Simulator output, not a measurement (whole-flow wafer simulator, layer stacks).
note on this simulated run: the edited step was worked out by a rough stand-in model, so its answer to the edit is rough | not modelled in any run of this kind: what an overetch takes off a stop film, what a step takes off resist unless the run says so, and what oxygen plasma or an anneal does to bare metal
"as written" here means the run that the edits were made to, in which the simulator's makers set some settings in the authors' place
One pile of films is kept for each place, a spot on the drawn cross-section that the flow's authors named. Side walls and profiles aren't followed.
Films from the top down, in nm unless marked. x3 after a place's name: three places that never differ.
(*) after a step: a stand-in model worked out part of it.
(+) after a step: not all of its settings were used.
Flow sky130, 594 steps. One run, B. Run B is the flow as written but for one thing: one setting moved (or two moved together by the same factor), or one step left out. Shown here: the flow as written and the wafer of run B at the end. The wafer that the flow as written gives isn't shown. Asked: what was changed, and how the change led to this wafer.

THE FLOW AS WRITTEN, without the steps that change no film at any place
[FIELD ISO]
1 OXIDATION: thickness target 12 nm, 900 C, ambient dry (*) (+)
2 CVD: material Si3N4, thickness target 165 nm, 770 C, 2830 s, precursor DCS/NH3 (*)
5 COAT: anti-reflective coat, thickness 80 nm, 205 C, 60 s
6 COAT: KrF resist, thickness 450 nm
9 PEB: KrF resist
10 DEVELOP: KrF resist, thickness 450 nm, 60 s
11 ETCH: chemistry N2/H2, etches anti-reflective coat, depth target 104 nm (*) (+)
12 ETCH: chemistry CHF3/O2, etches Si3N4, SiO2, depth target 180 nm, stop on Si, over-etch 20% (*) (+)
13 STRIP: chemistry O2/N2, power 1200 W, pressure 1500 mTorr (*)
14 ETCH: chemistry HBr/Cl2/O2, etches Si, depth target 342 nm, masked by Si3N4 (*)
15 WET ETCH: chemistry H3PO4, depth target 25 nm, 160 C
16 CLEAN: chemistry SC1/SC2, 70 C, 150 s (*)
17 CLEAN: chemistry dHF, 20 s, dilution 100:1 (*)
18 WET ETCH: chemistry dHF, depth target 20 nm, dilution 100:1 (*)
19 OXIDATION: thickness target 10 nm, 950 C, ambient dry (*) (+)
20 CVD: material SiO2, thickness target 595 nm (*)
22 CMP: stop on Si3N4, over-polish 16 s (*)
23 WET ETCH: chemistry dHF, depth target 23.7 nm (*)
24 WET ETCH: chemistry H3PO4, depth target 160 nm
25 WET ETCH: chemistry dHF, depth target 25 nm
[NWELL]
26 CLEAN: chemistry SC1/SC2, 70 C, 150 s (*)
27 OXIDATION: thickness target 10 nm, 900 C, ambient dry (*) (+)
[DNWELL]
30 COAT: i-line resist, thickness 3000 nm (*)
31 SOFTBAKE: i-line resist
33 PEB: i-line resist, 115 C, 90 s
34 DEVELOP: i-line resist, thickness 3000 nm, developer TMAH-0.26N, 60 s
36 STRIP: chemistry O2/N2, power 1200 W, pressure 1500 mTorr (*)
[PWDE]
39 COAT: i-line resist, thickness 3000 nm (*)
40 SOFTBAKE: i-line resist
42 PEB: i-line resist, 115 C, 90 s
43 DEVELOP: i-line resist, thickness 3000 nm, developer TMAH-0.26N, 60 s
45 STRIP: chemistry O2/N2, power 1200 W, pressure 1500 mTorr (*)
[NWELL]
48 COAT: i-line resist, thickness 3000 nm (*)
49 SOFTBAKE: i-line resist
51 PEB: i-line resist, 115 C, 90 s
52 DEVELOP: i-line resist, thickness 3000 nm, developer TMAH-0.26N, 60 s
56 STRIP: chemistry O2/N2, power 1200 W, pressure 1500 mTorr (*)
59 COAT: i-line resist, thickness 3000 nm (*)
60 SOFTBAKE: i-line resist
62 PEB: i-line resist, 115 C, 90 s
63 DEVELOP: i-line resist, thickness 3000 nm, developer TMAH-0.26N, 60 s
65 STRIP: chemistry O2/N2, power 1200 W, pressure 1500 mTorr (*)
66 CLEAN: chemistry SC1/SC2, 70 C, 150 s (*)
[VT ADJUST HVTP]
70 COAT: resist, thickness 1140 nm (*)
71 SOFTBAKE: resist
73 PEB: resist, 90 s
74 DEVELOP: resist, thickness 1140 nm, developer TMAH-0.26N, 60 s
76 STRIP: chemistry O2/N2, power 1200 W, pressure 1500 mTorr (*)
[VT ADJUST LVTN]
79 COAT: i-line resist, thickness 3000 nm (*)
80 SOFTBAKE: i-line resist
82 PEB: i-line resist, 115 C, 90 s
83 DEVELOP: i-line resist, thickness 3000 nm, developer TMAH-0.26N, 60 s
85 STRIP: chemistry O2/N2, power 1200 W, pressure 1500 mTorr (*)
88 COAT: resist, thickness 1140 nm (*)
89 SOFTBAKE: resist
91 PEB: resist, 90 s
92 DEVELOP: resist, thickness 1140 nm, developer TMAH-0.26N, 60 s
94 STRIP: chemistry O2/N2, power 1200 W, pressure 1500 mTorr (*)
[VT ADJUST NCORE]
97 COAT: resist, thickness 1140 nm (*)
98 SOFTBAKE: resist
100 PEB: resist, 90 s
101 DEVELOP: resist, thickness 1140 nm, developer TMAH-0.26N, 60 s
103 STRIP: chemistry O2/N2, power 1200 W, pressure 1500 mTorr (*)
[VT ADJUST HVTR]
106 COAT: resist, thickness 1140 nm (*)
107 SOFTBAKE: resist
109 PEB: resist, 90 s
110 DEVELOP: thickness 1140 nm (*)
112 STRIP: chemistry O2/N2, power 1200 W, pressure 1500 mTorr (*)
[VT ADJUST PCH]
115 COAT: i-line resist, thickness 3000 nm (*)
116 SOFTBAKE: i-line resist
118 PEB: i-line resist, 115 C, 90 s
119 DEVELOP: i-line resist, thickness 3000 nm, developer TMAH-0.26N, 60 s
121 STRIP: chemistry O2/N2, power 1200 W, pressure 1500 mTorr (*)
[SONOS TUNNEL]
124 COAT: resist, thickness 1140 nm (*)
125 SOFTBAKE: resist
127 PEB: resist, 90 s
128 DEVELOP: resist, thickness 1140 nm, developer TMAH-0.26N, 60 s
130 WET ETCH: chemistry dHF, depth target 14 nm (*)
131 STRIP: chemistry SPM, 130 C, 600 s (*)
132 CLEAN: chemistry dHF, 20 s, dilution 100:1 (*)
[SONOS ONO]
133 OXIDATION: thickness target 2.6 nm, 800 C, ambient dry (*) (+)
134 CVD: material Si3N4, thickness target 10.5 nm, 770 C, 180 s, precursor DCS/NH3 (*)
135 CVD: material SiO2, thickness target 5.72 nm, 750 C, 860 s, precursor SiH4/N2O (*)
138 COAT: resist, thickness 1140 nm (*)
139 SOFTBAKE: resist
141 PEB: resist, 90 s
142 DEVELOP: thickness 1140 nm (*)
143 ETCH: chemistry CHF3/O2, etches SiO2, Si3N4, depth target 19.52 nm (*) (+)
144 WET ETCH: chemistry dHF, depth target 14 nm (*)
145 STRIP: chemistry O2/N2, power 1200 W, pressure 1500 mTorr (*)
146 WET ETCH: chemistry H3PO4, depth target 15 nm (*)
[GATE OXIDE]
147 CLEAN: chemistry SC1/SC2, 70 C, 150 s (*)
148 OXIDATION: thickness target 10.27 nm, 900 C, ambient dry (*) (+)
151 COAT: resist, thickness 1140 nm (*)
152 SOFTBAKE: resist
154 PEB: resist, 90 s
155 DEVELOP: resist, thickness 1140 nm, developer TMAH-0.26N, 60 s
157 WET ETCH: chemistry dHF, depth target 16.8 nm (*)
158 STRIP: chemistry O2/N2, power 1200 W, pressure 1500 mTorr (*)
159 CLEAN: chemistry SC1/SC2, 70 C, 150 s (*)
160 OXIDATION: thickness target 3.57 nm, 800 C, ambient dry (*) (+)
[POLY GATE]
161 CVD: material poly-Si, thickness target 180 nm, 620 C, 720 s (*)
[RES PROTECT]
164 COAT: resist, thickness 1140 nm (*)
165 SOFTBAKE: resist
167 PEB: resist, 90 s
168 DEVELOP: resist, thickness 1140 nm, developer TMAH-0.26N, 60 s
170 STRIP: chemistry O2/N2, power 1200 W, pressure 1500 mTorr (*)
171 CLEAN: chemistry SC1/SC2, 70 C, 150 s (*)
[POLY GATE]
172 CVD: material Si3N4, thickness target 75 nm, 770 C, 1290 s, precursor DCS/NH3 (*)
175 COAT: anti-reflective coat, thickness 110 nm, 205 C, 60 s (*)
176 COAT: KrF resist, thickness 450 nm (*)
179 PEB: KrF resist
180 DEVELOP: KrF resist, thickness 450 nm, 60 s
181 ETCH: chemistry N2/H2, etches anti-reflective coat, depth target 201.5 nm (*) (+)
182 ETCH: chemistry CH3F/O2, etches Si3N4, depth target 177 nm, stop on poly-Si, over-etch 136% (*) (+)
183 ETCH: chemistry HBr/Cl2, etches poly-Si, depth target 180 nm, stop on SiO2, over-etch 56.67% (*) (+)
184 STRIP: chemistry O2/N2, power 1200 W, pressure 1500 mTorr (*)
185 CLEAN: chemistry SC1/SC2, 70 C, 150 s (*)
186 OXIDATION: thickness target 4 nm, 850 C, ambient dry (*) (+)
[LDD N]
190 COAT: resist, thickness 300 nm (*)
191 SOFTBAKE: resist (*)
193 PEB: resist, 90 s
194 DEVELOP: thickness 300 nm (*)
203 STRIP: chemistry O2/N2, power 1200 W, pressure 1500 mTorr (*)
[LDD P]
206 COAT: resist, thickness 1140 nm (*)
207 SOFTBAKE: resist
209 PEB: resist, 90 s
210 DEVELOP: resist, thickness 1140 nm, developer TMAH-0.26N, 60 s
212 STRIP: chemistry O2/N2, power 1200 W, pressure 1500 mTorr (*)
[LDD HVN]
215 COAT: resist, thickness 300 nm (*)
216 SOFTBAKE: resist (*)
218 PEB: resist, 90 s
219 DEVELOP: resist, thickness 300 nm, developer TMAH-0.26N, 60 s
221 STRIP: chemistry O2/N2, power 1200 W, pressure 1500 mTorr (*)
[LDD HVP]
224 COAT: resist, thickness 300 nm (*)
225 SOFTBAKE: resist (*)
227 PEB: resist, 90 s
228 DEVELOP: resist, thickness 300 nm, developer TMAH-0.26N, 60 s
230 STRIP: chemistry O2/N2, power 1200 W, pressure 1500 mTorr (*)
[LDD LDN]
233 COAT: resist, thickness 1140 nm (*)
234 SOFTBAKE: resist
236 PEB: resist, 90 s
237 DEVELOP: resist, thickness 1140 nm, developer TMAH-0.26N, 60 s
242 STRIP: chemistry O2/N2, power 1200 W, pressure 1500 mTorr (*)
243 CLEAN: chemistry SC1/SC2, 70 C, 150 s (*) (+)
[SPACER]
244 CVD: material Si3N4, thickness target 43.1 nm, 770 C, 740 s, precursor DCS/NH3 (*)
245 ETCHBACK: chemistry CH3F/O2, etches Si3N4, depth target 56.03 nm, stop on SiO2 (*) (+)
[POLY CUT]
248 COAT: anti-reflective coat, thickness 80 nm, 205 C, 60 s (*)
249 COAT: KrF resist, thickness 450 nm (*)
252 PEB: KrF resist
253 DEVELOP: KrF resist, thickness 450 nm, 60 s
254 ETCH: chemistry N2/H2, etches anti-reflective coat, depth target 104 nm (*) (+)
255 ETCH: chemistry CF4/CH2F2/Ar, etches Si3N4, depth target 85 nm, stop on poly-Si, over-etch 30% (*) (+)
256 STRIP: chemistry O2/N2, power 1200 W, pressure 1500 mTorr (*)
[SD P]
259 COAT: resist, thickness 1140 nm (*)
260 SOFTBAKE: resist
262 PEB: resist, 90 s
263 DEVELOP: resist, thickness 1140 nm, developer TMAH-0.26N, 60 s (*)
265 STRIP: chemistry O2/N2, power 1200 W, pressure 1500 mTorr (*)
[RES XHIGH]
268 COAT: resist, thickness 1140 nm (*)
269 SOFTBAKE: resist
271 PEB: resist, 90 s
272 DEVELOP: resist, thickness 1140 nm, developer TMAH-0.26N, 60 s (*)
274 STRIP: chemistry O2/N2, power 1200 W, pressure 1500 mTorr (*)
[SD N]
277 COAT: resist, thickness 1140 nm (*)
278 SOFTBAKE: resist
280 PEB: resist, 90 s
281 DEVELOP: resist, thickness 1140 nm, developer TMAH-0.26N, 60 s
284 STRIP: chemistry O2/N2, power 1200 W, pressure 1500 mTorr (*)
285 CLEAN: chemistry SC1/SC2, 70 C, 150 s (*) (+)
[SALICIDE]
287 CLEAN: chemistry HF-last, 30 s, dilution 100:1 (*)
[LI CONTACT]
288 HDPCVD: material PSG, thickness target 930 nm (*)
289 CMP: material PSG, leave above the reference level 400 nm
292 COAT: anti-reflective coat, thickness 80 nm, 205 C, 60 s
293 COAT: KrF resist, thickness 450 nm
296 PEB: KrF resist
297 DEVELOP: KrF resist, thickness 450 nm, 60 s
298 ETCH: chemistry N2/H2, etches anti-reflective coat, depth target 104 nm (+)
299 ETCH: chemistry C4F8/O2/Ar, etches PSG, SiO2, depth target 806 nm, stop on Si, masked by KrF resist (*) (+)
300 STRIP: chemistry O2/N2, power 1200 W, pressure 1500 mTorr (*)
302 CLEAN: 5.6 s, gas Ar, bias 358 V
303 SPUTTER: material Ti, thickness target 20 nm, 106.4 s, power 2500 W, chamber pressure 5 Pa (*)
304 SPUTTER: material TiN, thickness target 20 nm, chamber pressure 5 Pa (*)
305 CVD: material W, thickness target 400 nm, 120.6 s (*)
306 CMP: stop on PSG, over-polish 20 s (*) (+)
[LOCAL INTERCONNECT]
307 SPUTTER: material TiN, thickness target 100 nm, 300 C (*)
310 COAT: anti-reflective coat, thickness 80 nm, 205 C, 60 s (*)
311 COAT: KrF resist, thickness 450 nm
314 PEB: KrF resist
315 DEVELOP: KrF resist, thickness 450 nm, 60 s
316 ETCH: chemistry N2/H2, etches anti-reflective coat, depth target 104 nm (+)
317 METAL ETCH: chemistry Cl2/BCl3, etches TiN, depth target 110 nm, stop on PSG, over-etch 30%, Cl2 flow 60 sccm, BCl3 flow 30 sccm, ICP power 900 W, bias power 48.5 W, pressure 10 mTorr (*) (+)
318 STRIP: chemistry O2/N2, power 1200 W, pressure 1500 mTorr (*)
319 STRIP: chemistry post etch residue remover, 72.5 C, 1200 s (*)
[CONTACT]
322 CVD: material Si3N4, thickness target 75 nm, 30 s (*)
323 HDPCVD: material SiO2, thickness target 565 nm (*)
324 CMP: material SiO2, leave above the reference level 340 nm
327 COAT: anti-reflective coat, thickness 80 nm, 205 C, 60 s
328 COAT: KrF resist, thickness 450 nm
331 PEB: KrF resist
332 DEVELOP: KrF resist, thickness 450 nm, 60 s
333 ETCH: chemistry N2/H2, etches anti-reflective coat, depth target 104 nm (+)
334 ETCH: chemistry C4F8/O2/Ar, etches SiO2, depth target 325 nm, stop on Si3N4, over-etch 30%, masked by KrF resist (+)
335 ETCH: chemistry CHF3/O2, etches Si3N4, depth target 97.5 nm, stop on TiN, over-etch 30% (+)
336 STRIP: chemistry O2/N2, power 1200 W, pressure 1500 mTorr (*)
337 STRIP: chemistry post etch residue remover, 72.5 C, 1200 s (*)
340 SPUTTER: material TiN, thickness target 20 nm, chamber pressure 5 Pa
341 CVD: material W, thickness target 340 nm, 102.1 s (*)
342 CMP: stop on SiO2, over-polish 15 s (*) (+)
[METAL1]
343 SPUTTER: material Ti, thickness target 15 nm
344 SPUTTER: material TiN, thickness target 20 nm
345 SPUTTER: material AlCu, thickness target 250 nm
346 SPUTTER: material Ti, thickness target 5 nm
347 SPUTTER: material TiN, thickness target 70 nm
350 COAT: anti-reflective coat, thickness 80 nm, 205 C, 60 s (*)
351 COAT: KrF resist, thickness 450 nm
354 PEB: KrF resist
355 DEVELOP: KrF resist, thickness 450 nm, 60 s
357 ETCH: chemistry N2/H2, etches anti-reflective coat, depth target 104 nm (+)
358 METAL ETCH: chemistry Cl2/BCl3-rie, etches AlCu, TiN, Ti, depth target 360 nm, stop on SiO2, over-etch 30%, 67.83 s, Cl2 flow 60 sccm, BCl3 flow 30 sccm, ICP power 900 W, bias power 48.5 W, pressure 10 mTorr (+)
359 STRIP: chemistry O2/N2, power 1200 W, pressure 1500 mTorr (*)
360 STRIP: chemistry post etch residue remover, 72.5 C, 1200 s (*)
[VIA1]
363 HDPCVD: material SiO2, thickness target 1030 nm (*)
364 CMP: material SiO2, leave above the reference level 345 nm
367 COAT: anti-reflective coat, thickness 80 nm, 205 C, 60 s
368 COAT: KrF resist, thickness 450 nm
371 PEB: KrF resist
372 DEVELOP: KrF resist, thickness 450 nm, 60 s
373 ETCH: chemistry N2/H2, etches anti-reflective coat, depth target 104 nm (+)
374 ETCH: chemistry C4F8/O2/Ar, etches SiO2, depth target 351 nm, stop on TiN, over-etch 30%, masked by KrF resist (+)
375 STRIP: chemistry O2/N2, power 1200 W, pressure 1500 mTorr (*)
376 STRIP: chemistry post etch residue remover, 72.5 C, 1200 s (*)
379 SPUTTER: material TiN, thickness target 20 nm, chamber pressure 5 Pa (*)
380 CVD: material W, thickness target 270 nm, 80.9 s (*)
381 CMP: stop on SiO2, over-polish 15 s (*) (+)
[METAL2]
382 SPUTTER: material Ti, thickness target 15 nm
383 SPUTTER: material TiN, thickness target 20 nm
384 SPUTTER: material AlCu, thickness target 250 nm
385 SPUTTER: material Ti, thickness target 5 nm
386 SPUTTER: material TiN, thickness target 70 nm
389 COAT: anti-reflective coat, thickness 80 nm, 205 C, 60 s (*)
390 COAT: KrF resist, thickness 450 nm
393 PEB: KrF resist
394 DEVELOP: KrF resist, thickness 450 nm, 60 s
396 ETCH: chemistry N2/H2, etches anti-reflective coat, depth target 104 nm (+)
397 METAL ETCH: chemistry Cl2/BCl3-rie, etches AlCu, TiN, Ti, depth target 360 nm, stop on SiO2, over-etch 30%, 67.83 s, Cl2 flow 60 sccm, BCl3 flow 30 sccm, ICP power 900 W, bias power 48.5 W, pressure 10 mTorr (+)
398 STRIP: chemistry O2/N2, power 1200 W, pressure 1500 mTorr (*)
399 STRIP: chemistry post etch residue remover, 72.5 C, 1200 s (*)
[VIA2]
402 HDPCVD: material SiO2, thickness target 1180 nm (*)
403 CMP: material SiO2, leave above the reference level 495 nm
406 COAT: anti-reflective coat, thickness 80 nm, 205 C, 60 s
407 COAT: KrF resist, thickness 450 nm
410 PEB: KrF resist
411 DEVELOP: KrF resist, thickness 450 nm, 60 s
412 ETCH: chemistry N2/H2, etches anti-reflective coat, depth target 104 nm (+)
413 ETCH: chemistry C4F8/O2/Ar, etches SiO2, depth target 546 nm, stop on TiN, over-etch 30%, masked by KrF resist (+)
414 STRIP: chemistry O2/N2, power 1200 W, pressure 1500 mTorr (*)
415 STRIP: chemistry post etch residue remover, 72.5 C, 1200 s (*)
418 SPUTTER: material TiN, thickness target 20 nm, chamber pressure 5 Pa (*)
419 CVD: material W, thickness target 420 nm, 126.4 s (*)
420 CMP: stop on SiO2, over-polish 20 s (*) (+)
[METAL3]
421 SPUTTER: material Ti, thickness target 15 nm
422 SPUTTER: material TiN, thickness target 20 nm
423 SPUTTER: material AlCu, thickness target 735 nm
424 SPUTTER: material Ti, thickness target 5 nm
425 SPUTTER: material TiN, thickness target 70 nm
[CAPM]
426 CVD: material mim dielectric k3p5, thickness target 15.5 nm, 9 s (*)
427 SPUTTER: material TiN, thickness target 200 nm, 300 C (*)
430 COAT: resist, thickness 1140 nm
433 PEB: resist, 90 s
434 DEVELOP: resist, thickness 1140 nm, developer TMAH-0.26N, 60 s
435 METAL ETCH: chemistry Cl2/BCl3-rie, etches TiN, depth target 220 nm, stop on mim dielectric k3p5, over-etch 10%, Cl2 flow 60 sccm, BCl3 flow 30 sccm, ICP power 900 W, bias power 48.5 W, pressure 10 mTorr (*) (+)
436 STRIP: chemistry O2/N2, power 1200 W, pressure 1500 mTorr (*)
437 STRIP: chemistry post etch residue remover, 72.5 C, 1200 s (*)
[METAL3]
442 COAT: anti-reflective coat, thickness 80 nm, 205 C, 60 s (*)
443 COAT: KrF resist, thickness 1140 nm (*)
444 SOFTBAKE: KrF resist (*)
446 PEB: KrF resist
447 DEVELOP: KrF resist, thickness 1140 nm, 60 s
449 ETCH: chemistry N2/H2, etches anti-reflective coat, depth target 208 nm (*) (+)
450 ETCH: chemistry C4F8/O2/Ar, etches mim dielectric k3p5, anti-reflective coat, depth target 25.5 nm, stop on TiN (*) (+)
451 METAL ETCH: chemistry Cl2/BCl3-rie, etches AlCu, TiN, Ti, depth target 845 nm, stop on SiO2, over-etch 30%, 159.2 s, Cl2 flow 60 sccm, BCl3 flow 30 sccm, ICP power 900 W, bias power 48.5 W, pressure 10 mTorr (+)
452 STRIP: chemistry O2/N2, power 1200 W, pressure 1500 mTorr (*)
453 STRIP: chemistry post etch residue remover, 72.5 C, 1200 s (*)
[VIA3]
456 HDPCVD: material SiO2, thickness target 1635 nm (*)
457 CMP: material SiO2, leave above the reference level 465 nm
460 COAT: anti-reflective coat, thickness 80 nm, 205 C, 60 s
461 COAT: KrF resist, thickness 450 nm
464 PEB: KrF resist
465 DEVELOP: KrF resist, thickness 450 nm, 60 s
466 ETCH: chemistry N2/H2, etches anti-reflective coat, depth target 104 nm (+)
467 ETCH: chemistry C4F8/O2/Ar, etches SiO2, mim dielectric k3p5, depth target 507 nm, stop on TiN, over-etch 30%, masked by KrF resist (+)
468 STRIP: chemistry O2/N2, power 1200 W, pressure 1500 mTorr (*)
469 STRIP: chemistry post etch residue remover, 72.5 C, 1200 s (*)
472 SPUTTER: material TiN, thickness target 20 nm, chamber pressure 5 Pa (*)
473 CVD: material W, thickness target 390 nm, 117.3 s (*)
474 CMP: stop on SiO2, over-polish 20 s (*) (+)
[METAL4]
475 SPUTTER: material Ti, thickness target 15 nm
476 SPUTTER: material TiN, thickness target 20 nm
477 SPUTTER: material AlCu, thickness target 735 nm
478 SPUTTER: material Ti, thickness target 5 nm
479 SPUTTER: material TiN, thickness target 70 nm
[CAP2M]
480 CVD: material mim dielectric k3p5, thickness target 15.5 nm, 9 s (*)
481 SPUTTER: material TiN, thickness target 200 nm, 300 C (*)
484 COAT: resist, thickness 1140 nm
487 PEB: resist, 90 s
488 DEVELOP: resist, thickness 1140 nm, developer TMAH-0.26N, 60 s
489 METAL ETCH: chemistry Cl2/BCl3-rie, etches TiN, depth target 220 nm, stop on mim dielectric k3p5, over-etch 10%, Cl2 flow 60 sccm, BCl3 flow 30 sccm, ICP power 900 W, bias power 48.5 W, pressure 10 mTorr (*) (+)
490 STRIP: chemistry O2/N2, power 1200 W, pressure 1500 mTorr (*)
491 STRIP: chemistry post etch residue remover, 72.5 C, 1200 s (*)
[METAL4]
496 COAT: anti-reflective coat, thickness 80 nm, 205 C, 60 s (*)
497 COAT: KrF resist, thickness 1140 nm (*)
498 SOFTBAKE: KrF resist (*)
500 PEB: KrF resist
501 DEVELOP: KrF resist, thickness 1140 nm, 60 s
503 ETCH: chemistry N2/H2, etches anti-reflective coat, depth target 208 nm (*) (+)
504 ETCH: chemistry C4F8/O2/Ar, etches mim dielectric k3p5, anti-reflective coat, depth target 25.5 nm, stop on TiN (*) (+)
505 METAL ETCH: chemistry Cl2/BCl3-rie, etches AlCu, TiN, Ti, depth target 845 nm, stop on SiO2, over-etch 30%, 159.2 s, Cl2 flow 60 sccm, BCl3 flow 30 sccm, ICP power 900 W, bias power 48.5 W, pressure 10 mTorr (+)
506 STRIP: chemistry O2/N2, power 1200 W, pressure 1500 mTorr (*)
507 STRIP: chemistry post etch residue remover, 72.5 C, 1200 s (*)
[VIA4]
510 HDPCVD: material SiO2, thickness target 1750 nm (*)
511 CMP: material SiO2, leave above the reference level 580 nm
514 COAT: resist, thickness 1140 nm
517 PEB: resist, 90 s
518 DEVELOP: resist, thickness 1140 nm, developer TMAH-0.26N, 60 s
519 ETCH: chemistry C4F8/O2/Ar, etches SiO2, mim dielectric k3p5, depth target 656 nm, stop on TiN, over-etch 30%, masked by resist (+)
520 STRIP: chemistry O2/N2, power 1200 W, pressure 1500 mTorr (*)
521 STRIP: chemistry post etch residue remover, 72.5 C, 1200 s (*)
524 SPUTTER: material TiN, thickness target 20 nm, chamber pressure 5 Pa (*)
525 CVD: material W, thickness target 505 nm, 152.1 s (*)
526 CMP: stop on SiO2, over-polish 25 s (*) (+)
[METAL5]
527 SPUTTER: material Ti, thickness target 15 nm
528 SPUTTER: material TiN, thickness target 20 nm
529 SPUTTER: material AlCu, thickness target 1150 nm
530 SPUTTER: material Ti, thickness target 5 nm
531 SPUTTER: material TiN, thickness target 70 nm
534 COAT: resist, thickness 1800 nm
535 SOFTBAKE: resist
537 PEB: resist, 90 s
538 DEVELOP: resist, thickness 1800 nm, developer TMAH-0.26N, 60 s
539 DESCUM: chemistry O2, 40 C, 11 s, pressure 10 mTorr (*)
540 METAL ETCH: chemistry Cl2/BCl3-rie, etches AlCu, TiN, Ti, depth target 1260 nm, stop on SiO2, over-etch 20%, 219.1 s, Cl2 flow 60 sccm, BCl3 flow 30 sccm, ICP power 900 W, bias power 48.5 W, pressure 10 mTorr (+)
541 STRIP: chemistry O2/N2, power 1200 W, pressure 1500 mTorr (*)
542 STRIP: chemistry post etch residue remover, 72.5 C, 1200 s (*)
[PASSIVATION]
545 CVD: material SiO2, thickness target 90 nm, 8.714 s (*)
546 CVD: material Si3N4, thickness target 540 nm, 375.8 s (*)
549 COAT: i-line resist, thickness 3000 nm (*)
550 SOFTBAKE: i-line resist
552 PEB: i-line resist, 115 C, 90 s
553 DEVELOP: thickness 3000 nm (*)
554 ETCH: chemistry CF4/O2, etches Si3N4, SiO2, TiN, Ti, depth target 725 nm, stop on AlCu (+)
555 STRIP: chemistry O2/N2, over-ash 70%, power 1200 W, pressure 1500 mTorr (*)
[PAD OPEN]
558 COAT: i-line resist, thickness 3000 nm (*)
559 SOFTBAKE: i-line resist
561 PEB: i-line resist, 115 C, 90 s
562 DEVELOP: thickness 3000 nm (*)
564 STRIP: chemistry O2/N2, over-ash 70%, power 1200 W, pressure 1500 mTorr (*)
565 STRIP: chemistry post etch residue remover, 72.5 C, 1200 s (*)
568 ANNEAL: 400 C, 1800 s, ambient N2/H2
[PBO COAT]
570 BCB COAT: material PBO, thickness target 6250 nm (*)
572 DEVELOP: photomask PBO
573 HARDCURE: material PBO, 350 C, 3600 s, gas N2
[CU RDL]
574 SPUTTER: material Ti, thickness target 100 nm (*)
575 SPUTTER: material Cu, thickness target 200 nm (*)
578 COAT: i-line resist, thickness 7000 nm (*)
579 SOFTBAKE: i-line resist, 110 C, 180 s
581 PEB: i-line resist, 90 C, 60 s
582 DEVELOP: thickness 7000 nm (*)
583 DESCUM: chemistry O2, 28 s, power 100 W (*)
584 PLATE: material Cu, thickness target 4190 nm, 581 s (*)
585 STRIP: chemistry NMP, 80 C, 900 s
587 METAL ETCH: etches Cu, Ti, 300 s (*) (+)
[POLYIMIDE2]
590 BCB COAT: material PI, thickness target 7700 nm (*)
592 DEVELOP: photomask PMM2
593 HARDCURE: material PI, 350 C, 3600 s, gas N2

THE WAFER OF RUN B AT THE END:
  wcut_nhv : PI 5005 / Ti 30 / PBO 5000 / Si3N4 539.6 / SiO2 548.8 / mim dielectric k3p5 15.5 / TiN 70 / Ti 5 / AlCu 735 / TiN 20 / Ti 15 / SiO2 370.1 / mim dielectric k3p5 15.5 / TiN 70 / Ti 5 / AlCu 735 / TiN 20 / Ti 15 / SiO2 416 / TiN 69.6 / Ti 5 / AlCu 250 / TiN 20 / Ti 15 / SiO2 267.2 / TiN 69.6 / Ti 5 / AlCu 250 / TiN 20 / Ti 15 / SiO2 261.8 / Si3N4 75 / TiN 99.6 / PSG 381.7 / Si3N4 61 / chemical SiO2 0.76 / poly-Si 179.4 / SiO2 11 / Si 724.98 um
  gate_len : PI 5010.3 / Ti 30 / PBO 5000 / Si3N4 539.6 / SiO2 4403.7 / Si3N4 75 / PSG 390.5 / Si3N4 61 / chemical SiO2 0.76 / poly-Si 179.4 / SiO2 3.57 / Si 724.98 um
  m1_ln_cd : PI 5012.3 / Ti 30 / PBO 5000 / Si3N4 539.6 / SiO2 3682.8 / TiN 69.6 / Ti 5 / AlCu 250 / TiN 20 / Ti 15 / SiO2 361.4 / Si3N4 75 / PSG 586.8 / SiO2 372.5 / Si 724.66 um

The cause: step 575, SPUTTER: thickness target 320 nm was run, where the flow has thickness target 200 nm.

How the change led to this, step by step:
  575 SPUTTER: material Cu, thickness target 200 nm (*)
      field, active, n_well and 190 more: Cu +320 (new film) (as written it would be: Cu +200 (new film))
  579 SOFTBAKE: i-line resist, 110 C, 180 s
      active: i-line resist -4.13 (as written it would be: i-line resist +4.27)
  587 METAL ETCH: etches Cu, Ti, 300 s (*) (+)
      field, active, gate and 167 more: Cu -320 (all of it), Ti -70 (as written it would be: Cu -200 (all of it), Ti -100 (all of it))
  590 BCB COAT: material PI, thickness target 7700 nm (*)
      n_well, p_well, sd_n, sd_p: PI +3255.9 (new film) (as written it would be: PI +3345.9 (new film))
      mim: PI +3555.1 (new film) (as written it would be: PI +3640.8 (new film))
      (and at 14 more places)
  593 HARDCURE: material PI, 350 C, 3600 s, gas N2
      n_well, p_well, sd_n, sd_p: PI -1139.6 (as written it would be: PI -1171.1)
Counting metal films that touch as one body, wcut_nhv has 6 bodies (between them, from the top down: PBO 5000 / Si3N4 539.6 / SiO2 548.8 / mim dielectric k3p5 15.5; SiO2 370.1 / mim dielectric k3p5 15.5; SiO2 416; SiO2 267.2; SiO2 261.8 / Si3N4 75); the flow as written gives 5 bodies (between them, from the top down: SiO2 370.1 / mim dielectric k3p5 15.5; SiO2 416; SiO2 267.2; SiO2 261.8 / Si3N4 75).
Counting metal films that touch as one body, gate_len has 1 body; the flow as written gives 0 bodies.
Counting metal films that touch as one body, m1_ln_cd has 2 bodies (between them, from the top down: PBO 5000 / Si3N4 539.6 / SiO2 3682.8); the flow as written gives 1 body.
